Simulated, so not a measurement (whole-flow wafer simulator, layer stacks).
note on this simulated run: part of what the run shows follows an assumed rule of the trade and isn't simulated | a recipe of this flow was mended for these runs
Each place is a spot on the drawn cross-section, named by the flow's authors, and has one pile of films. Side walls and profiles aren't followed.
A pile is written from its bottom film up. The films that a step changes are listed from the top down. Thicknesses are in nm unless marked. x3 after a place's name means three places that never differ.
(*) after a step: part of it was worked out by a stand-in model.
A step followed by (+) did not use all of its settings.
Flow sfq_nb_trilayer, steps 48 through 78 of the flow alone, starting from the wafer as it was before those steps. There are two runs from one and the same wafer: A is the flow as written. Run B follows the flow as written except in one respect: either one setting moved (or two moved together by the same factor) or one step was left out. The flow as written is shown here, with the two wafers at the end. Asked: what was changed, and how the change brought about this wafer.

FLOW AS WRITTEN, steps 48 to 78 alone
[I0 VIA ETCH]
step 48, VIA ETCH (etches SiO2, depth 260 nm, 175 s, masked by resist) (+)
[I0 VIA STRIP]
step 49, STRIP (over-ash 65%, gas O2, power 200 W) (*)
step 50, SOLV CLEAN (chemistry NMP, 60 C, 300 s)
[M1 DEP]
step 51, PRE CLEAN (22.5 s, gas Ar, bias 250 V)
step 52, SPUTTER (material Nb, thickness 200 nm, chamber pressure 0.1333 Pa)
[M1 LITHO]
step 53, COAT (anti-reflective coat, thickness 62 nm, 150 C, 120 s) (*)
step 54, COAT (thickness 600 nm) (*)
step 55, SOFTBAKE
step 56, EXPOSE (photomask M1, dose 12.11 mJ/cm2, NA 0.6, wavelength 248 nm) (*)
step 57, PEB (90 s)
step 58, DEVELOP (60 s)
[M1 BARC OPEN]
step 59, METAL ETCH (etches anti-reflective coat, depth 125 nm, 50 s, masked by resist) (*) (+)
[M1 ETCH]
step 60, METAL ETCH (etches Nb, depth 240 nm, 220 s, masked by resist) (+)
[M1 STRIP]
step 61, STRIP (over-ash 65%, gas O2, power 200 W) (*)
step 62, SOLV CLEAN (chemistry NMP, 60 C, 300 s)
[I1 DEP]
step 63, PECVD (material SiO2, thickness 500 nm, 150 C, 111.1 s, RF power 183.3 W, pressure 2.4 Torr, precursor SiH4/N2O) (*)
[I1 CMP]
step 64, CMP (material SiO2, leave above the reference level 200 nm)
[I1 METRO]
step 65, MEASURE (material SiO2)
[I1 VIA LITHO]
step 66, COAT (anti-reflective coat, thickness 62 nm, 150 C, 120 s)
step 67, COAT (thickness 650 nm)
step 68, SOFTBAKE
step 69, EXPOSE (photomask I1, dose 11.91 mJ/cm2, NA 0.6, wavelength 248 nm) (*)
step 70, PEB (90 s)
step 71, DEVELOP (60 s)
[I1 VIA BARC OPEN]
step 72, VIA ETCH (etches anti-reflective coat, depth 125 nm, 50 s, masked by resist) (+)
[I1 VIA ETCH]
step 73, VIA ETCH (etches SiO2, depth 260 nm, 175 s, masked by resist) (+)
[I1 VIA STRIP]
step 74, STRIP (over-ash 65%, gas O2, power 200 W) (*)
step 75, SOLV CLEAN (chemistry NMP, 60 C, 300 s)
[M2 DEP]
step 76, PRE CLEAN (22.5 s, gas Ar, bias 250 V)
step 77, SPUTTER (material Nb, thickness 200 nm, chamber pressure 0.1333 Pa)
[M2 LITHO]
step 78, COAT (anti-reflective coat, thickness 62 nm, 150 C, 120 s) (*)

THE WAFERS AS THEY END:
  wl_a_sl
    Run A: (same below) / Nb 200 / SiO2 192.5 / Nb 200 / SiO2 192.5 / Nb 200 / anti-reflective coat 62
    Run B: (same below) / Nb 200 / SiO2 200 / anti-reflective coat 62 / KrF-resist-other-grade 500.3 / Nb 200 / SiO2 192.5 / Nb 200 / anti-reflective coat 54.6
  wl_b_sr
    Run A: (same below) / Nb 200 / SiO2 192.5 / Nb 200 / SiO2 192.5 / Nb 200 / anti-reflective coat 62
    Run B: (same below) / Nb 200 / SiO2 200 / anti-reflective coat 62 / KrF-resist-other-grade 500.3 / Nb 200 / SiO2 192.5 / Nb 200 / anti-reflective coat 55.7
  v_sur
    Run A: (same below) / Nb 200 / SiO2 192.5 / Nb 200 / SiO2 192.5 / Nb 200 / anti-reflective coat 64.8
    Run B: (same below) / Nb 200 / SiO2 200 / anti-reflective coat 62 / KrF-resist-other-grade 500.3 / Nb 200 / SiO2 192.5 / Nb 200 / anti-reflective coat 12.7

The reason: step 49, STRIP: over-ash 65%, gas O2, power 200 W (*), was skipped.

How this came from the change, step by step:
  step 51, PRE CLEAN (22.5 s, gas Ar, bias 250 V)
      field_l, v_sur, via_wl and 102 more: A -7.5 SiO2 | B -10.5 KrF-resist-other-grade
  step 52, SPUTTER (material Nb, thickness 200 nm, chamber pressure 0.1333 Pa)
      via_w: A +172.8 Nb | B +82.8 Nb
  step 53, COAT (anti-reflective coat, thickness 62 nm, 150 C, 120 s) (*)
      field_l: A +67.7 anti-reflective coat (new film) | B +59.9 anti-reflective coat (new film)
      v_sur: A +45.6 anti-reflective coat (new film) | B +39.4 anti-reflective coat (new film)
      (as well as at 6 more places)
  step 54, COAT (thickness 600 nm) (*)
      field_l: A +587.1 KrF-resist-other-grade (new film) | B +572.4 KrF-resist-other-grade (new film)
      v_sur: A +597.3 KrF-resist-other-grade (new film) | B +563.7 KrF-resist-other-grade (new film)
      (as well as at 4 more places)
  step 57, PEB (90 s)
      via_w: A -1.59 KrF-resist-other-grade | B -3.2 KrF-resist-other-grade
  step 58, DEVELOP (60 s)
      field_l: A -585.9 KrF-resist-other-grade (all of it) | B -571.2 KrF-resist-other-grade (all of it)
  step 59, METAL ETCH (etches anti-reflective coat, depth 125 nm, 50 s, masked by resist) (*) (+)
      field_l: A -67.7 anti-reflective coat (all of it) | B -59.9 anti-reflective coat (all of it)
  step 60, METAL ETCH (etches Nb, depth 240 nm, 220 s, masked by resist) (+)
      field_l, be, be_sur and 79 more: A -200 Nb (all of it), -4 SiO2 | B -200 Nb (all of it), -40 KrF-resist-other-grade
  step 61, STRIP (over-ash 65%, gas O2, power 200 W) (*)
      field_l, be, be_sur and 79 more: A nothing | B -460.3 KrF-resist-other-grade (all of it), -62 anti-reflective coat (all of it)
      v_sur: A -361.9 KrF-resist-other-grade (all of it), -45.6 anti-reflective coat (all of it) | B -328.4 KrF-resist-other-grade (all of it), -39.4 anti-reflective coat (all of it)
      (as well as at 6 more places)
  step 63, PECVD (material SiO2, thickness 500 nm, 150 C, 111.1 s, RF power 183.3 W, pressure 2.4 Torr, precursor SiH4/N2O) (*)
      via_w: A +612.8 SiO2 (new film) | B +200.7 SiO2 (new film), +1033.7 void (new film), +156.6 SiO2 (new film)
      lsp_m, ln_m6, lsp_r, l0_sur, l0v: A +494.8 SiO2 | B +480.5 SiO2
      (as well as at 2 more places)
  step 64, CMP (material SiO2, leave above the reference level 200 nm)
      field_l, be, be_sur and 72 more: A -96 SiO2 | B nothing
      lsp_m, ln_m6, lsp_r, l0_sur, l0v: A -90.8 SiO2 | B nothing
      (as well as at 3 more places)
  step 66, COAT (anti-reflective coat, thickness 62 nm, 150 C, 120 s)
      m0r_line_l x3, m0r_line_r x3: A +62 anti-reflective coat (new film) | B +15.8 anti-reflective coat (new film)
      m0r_space_l, m0r_space_r, m6r_space_l x2, m6r_space_r x2: A +62 anti-reflective coat (new film) | B +171.6 anti-reflective coat (new film)
      (as well as at 91 more places)
  step 67, COAT (thickness 650 nm)
      m0r_line_l x3, m0r_line_r x3: A +650 KrF-resist-other-grade (new film) | B +899.2 KrF-resist-other-grade (new film)
      m0r_space_l, m0r_space_r, m6r_space_l x2, m6r_space_r x2: A +650 KrF-resist-other-grade (new film) | B +768.4 KrF-resist-other-grade (new film)
      (as well as at 88 more places)
  step 70, PEB (90 s)
      m0r_line_l x3, m0r_line_r x3: A -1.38 KrF-resist-other-grade | B -2.02 KrF-resist-other-grade
      wl_d_sl, wl_d_sr: A -1.38 KrF-resist-other-grade | B -2.16 KrF-resist-other-grade
      (as well as at 3 more places)
  step 71, DEVELOP (60 s)
      via_v: A -648.6 KrF-resist-other-grade (all of it) | B -531.4 KrF-resist-other-grade (all of it)
  step 72, VIA ETCH (etches anti-reflective coat, depth 125 nm, 50 s, masked by resist) (+)
      via_v: A -62 anti-reflective coat (all of it), -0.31 SiO2 | B -31 anti-reflective coat (all of it), -0.47 SiO2
  ... 2 other steps ...
  step 78, COAT (anti-reflective coat, thickness 62 nm, 150 C, 120 s) (*)
      m0r_space_l, m0r_space_r, m6r_space_l x2, m6r_space_r x2: A +62 anti-reflective coat (new film) | B +194.4 anti-reflective coat (new film)
      m0r_line_l x3: A +62 anti-reflective coat (new film) | B +32.8 anti-reflective coat (new film)
      (as well as at 94 more places)
